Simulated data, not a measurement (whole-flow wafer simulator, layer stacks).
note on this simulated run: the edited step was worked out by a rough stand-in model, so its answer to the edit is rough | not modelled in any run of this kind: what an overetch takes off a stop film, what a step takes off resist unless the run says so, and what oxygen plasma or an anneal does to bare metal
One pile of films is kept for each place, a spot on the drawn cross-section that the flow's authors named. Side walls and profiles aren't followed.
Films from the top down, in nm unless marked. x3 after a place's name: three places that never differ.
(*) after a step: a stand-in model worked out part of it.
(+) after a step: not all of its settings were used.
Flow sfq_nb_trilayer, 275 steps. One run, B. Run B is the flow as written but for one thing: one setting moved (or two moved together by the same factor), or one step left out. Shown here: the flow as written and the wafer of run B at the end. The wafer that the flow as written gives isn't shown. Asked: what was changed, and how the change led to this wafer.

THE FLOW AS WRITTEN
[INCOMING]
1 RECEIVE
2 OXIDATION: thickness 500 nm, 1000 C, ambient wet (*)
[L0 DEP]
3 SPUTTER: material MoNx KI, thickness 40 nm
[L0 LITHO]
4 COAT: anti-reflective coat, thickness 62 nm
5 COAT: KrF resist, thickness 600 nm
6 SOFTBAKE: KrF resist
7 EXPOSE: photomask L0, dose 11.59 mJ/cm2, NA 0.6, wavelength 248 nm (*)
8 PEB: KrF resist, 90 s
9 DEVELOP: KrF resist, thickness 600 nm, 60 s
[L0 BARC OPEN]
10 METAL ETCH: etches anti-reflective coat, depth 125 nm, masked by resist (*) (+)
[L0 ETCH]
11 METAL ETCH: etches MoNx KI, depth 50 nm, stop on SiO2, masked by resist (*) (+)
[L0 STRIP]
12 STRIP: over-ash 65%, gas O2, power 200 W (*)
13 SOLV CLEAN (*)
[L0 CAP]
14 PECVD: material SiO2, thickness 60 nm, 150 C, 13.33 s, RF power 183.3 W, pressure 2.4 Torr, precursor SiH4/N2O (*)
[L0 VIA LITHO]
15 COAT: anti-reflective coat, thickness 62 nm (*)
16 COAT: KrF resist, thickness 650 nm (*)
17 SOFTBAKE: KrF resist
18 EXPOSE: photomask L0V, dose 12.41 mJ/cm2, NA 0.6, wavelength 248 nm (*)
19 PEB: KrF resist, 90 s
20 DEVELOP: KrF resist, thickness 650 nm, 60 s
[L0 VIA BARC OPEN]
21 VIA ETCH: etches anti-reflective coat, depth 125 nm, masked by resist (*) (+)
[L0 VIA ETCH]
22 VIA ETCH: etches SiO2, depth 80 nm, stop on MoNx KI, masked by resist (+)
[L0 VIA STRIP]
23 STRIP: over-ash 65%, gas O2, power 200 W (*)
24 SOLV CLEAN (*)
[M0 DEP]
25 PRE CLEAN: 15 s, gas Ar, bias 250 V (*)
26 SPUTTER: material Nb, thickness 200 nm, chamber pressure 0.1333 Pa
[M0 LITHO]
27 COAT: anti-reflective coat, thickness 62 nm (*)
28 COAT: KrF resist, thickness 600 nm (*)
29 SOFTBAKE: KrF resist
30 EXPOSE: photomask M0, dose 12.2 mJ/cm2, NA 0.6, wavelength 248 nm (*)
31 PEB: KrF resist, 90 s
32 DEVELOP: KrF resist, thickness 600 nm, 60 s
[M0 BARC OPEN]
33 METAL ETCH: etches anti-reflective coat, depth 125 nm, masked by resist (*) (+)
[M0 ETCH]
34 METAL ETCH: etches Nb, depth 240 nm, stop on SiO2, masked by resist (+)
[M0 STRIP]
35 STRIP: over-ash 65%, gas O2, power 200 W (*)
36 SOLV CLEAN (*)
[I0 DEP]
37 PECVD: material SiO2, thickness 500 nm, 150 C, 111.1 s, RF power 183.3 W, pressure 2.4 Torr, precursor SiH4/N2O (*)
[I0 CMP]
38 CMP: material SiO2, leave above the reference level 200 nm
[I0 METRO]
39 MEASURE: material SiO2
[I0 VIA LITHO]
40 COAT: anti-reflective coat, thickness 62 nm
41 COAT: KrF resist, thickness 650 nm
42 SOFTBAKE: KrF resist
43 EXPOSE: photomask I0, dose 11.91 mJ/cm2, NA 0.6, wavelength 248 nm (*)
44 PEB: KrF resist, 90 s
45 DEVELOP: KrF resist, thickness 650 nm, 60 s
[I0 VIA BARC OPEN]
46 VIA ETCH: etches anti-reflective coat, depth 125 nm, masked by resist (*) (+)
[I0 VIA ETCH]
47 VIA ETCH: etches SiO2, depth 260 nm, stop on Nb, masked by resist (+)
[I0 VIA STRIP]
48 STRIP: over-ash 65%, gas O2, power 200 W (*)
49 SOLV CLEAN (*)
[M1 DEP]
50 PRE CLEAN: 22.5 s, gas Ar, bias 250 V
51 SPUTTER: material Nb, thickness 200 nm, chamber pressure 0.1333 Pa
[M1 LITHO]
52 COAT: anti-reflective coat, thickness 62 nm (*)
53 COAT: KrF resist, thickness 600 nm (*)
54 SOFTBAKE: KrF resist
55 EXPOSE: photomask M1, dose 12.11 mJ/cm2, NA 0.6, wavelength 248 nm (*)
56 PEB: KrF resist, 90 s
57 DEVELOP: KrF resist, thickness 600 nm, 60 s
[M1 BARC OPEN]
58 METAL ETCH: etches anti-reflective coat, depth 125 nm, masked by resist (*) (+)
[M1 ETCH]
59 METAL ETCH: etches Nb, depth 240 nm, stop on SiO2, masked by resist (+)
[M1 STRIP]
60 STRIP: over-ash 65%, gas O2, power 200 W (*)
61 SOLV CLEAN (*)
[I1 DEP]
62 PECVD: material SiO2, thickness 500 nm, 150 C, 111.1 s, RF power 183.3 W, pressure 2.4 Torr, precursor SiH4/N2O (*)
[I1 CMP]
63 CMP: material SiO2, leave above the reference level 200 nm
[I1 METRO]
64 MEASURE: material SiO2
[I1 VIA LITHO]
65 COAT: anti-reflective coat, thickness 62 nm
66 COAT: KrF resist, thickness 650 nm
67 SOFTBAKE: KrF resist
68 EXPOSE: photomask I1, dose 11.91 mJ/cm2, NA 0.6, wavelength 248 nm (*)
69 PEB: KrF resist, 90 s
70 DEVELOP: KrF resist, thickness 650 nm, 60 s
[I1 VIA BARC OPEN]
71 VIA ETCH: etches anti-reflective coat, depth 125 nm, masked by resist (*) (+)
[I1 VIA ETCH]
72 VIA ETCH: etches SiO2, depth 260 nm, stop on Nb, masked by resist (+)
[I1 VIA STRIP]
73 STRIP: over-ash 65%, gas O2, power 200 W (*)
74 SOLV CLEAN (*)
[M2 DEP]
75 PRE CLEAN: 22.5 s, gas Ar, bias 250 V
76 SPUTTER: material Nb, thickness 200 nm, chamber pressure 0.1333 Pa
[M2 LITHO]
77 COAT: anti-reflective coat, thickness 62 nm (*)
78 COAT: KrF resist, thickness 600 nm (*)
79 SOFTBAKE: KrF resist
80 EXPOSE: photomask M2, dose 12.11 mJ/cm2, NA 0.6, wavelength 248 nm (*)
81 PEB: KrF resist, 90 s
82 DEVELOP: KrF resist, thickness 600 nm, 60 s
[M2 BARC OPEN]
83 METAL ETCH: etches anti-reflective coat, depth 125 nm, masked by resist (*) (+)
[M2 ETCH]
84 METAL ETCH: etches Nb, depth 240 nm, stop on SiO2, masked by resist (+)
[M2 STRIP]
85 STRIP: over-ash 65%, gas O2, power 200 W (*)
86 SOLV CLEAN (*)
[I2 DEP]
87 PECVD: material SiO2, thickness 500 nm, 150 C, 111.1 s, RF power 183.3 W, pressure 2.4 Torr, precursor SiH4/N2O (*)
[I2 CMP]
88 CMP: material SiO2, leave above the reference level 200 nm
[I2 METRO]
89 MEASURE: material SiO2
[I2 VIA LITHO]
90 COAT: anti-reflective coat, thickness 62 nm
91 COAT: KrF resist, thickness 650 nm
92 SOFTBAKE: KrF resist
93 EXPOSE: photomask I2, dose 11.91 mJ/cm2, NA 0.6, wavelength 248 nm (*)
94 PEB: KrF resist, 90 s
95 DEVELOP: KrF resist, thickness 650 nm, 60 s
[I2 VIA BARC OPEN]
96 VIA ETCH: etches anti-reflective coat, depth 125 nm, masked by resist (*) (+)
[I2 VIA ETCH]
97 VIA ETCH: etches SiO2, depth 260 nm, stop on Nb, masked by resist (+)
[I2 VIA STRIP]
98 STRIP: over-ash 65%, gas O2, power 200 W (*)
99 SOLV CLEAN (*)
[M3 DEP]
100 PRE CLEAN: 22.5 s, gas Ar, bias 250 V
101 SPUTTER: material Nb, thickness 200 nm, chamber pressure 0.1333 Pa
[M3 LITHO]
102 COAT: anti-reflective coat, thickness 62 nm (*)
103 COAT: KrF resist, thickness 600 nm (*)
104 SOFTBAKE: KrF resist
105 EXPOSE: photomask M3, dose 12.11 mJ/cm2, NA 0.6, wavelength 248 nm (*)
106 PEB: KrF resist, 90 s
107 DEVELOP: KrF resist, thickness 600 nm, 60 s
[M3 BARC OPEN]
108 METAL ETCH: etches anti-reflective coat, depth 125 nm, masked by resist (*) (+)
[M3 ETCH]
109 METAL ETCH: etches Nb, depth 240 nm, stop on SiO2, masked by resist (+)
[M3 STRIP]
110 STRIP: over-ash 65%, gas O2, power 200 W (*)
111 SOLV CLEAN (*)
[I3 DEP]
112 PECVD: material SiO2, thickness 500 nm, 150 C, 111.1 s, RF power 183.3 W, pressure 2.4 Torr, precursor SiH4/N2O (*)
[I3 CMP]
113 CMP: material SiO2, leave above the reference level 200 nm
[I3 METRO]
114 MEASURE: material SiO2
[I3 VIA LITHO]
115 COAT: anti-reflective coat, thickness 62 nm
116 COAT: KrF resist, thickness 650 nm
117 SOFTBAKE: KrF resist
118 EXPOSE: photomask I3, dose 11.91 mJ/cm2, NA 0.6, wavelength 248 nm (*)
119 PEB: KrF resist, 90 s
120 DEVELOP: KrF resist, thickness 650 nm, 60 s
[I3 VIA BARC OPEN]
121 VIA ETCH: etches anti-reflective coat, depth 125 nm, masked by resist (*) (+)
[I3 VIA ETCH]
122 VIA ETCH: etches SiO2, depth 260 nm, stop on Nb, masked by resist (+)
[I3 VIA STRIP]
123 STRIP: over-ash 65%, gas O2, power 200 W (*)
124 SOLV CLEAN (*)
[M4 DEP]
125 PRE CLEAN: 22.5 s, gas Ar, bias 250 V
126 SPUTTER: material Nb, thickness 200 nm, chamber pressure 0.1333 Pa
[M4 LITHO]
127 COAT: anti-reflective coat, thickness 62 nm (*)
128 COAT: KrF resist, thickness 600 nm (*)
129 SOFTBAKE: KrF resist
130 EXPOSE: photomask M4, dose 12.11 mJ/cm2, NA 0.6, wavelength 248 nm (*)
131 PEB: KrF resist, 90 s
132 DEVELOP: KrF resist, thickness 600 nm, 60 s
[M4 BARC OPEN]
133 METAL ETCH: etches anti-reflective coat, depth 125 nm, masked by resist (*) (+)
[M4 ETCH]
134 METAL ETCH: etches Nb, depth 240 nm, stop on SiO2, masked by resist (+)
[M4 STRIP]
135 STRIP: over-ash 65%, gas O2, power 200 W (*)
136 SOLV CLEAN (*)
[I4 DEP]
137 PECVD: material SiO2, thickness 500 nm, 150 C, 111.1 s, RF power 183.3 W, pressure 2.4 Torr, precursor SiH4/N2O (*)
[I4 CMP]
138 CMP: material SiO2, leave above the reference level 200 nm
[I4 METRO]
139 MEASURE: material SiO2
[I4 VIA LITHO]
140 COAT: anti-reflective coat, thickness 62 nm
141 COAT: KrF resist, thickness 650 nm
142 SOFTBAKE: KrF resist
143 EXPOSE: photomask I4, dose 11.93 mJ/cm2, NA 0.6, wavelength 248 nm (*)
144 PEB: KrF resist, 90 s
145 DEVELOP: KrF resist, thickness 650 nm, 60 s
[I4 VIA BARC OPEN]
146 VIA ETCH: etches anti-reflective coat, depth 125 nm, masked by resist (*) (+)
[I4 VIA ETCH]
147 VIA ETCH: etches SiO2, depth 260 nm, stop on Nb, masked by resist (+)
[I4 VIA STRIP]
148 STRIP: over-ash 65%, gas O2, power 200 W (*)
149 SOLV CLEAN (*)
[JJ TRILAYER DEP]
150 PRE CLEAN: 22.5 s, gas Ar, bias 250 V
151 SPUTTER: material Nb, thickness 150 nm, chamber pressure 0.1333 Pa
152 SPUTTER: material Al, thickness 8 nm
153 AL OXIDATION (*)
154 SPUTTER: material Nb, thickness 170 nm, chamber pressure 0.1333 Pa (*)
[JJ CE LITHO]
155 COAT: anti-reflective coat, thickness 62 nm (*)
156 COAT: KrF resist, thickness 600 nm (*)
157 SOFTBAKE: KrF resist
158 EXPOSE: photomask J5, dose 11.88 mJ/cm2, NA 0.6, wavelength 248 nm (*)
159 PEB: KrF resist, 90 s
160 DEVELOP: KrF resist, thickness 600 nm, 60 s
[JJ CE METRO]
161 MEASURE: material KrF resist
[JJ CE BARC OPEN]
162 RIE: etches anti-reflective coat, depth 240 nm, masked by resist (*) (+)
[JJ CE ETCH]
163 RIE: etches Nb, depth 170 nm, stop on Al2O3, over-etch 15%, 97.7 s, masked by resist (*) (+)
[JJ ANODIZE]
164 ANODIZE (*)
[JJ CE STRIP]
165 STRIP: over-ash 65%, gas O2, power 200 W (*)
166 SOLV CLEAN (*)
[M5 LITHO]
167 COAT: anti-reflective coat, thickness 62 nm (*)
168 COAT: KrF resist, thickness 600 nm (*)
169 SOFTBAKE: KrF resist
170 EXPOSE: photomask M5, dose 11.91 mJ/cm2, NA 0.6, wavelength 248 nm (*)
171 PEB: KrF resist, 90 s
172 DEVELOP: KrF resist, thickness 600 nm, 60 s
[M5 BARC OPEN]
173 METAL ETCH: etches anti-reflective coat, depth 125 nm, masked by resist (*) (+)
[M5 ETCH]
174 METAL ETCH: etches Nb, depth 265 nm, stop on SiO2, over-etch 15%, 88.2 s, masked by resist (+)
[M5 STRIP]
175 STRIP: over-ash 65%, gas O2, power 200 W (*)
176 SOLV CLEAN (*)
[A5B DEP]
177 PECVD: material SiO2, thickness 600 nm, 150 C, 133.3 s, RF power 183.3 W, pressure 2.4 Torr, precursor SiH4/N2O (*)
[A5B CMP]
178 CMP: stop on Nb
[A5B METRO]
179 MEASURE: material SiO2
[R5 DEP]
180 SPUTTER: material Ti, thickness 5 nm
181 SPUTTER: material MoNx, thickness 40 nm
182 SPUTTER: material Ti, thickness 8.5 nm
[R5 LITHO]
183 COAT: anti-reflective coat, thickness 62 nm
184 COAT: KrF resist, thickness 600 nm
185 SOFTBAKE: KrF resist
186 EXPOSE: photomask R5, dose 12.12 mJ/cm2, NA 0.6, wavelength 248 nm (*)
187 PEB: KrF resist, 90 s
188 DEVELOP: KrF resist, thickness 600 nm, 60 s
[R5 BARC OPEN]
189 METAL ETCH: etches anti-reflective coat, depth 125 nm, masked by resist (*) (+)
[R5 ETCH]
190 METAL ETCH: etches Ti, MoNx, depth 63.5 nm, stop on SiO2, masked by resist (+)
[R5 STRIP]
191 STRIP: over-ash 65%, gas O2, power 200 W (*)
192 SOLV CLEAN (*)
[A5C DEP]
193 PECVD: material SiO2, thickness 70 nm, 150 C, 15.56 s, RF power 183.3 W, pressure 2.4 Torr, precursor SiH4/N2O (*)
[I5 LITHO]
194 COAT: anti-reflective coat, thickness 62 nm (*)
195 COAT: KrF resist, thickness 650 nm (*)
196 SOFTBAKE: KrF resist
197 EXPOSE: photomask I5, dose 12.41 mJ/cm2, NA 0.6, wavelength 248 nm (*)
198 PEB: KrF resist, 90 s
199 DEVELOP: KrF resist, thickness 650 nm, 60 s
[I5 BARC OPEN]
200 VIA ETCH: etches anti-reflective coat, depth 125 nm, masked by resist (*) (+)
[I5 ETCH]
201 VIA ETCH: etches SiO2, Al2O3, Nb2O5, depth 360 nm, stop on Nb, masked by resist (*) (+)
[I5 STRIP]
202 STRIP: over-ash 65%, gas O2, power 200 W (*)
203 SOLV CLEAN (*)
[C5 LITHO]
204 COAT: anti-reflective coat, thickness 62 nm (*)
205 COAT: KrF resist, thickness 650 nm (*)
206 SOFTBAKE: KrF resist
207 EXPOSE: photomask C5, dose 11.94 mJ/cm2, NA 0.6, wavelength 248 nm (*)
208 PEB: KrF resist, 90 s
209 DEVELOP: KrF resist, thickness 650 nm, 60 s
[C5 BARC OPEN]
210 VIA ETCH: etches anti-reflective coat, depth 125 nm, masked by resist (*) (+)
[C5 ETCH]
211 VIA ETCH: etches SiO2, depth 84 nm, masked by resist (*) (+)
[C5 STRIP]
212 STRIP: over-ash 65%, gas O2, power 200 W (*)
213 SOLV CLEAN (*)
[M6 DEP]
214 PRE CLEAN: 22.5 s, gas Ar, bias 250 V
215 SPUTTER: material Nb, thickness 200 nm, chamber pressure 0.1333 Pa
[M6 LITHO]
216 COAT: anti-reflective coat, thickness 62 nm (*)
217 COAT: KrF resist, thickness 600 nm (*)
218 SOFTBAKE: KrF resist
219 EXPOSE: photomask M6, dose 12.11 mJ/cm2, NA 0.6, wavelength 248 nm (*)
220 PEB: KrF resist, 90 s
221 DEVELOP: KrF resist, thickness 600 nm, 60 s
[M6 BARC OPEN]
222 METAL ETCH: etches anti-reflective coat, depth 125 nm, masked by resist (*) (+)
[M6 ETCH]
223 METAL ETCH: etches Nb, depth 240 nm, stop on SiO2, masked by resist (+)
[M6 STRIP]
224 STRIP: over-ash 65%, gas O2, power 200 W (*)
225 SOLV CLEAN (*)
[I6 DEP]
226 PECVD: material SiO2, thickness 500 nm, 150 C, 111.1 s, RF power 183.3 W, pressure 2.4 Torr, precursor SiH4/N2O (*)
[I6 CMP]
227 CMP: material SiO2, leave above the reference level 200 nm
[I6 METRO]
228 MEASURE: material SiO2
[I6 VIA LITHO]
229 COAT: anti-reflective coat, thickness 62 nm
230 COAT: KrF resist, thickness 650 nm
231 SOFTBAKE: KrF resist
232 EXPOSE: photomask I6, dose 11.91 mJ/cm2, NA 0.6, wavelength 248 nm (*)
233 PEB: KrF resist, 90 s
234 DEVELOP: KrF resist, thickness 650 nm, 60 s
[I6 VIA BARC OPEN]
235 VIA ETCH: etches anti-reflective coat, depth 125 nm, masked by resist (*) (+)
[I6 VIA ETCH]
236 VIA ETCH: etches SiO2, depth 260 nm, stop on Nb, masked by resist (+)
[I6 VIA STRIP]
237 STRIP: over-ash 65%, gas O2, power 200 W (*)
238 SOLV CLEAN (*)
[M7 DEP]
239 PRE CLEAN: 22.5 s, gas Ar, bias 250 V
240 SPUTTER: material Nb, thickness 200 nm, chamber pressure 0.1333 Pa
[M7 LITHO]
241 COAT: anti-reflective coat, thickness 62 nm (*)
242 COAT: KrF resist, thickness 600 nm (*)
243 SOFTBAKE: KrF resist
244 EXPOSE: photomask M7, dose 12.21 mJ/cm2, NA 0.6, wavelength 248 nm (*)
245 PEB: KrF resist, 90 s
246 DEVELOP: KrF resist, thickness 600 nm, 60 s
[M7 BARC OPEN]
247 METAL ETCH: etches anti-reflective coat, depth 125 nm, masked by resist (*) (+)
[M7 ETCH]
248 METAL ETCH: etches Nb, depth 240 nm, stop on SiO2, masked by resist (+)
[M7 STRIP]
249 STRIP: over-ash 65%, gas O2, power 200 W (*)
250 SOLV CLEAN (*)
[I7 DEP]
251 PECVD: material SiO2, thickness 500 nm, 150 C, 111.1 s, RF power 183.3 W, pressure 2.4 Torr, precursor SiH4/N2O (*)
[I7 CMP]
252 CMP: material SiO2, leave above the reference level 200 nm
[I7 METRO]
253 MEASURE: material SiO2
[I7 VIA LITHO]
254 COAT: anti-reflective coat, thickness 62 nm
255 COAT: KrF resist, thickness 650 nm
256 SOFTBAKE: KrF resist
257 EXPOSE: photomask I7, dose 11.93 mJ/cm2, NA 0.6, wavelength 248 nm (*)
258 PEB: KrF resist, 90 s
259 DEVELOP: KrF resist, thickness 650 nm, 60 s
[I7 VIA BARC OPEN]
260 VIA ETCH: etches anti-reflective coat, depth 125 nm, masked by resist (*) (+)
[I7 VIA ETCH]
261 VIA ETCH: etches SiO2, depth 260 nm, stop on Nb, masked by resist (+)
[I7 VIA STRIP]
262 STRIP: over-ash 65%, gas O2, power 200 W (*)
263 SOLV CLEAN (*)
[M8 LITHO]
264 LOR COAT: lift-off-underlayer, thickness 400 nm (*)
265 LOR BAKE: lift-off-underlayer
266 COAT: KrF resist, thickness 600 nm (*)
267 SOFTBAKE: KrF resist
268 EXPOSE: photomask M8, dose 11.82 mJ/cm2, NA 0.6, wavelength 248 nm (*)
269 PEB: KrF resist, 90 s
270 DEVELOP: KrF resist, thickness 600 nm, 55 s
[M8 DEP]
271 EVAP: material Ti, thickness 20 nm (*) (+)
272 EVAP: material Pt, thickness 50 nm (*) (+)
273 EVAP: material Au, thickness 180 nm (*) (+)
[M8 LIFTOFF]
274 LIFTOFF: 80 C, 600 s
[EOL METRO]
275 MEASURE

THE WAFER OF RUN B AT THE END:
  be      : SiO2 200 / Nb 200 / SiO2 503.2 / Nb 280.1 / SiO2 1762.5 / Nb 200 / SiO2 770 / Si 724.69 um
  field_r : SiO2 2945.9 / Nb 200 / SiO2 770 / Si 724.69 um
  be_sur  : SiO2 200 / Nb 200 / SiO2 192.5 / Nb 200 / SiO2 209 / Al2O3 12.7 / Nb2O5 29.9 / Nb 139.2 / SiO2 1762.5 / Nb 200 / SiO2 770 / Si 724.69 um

The cause: step 2, OXIDATION: thickness 715 nm was run, where the flow has thickness 500 nm.

How the change led to this, step by step:
  2 OXIDATION: thickness 500 nm, 1000 C, ambient wet (*)
      field_l, v_sur, via_wl and 103 more: SiO2 +715 (new film), chemical SiO2 -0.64 (all of it), Si -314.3 (as written it would be: SiO2 +500 (new film), chemical SiO2 -0.64 (all of it), Si -219.7)
